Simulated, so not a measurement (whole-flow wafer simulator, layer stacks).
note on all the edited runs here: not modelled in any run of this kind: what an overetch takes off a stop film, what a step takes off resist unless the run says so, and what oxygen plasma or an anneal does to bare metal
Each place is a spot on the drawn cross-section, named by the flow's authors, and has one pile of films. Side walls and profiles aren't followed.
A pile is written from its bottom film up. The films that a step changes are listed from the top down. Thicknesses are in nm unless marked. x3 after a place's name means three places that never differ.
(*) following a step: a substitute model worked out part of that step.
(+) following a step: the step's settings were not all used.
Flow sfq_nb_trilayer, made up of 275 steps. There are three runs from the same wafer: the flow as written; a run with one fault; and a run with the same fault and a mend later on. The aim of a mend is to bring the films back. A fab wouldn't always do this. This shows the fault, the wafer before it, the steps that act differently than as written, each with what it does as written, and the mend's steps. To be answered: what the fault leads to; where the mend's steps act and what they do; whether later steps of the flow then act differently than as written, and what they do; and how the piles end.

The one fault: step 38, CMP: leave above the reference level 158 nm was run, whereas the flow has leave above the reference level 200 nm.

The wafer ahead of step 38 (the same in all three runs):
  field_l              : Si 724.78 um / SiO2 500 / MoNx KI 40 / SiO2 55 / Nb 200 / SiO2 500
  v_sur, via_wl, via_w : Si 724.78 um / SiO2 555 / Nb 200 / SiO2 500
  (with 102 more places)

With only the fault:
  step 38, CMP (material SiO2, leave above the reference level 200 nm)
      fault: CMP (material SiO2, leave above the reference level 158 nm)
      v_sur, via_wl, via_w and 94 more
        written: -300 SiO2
        fault: -342 SiO2
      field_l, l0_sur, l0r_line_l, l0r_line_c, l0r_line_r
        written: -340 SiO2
        fault: -382 SiO2
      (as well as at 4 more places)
  Later steps of the flow acting differently than as written (4 more steps, not shown, differ only slightly: by at most 2% or 0.5 nm, whichever is larger):
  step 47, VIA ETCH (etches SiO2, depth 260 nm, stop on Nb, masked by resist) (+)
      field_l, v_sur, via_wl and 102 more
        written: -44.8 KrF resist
        fault: -40.8 KrF resist
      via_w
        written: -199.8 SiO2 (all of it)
        fault: -157.8 SiO2 (all of it)
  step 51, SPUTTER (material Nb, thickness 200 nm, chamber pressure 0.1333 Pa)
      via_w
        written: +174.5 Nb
        fault: +183.1 Nb
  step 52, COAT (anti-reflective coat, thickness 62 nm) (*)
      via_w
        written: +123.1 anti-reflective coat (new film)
        fault: +112.7 anti-reflective coat (new film)
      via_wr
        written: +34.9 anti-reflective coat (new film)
        fault: +34.1 anti-reflective coat (new film)
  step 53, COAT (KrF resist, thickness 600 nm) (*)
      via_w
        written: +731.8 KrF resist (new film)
        fault: +697.8 KrF resist (new film)
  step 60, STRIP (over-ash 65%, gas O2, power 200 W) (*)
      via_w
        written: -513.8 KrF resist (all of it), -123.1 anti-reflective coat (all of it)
        fault: -480 KrF resist (all of it), -112.7 anti-reflective coat (all of it)
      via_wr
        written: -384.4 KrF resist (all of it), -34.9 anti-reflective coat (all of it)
        fault: -390 KrF resist (all of it), -34.1 anti-reflective coat (all of it)
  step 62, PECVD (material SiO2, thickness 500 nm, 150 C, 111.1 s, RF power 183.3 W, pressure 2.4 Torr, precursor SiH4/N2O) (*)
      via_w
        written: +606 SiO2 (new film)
        fault: +530.9 SiO2 (new film)
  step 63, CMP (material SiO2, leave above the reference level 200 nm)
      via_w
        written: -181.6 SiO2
        fault: -157.1 SiO2
  By the end, the piles at v_sur, via_wl, via_w and 78 more depart from the flow's by more than 2% or 0.5 nm, whichever is larger.
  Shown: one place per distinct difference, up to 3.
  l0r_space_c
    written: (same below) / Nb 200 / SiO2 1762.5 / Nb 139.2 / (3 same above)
    fault: (same below) / Nb 200 / SiO2 1720.5 / Nb 139.2 / (3 same above)
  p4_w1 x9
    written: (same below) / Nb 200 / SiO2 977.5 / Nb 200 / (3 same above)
    fault: (same below) / Nb 200 / SiO2 935.5 / Nb 200 / (3 same above)
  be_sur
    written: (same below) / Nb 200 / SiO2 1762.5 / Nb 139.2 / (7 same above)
    fault: (same below) / Nb 200 / SiO2 1720.5 / Nb 139.2 / (7 same above)

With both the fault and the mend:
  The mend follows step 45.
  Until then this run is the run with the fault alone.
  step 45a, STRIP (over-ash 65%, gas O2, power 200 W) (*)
      field_l, v_sur, via_wl and 102 more
        -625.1 KrF resist (all of it), -62 anti-reflective coat (all of it)
      via_w
        -62 anti-reflective coat (all of it)
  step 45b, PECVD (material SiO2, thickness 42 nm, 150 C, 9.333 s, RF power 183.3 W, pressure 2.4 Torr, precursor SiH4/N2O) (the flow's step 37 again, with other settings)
      field_l, v_sur, via_wl and 103 more
        +42 SiO2
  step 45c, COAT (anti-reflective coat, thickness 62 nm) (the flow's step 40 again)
      field_l, v_sur, via_wl and 103 more
        +62 anti-reflective coat (new film)
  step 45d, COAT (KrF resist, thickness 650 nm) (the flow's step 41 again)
      field_l, v_sur, via_wl and 103 more
        +650 KrF resist (new film)
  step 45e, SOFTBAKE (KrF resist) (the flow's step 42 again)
      does not change any film at any place that is followed
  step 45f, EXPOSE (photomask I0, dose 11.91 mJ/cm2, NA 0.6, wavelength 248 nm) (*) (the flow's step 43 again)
      does not change any film at any place that is followed
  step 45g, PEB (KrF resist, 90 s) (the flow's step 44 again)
      field_l, v_sur, via_wl and 103 more
        -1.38 KrF resist
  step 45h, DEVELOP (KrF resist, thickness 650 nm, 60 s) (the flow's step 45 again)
      field_l, v_sur, via_wl and 102 more
        -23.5 KrF resist
      via_w
        -648.6 KrF resist (all of it)
  Later steps of the flow that are run all act as written at every place that is followed, up to a difference of at most 2% or 0.5 nm, whichever is larger.
  When the end is reached, the piles differ only a little from the flow's at the places that both follow, at most by 2% or 0.5 nm, whichever is larger.
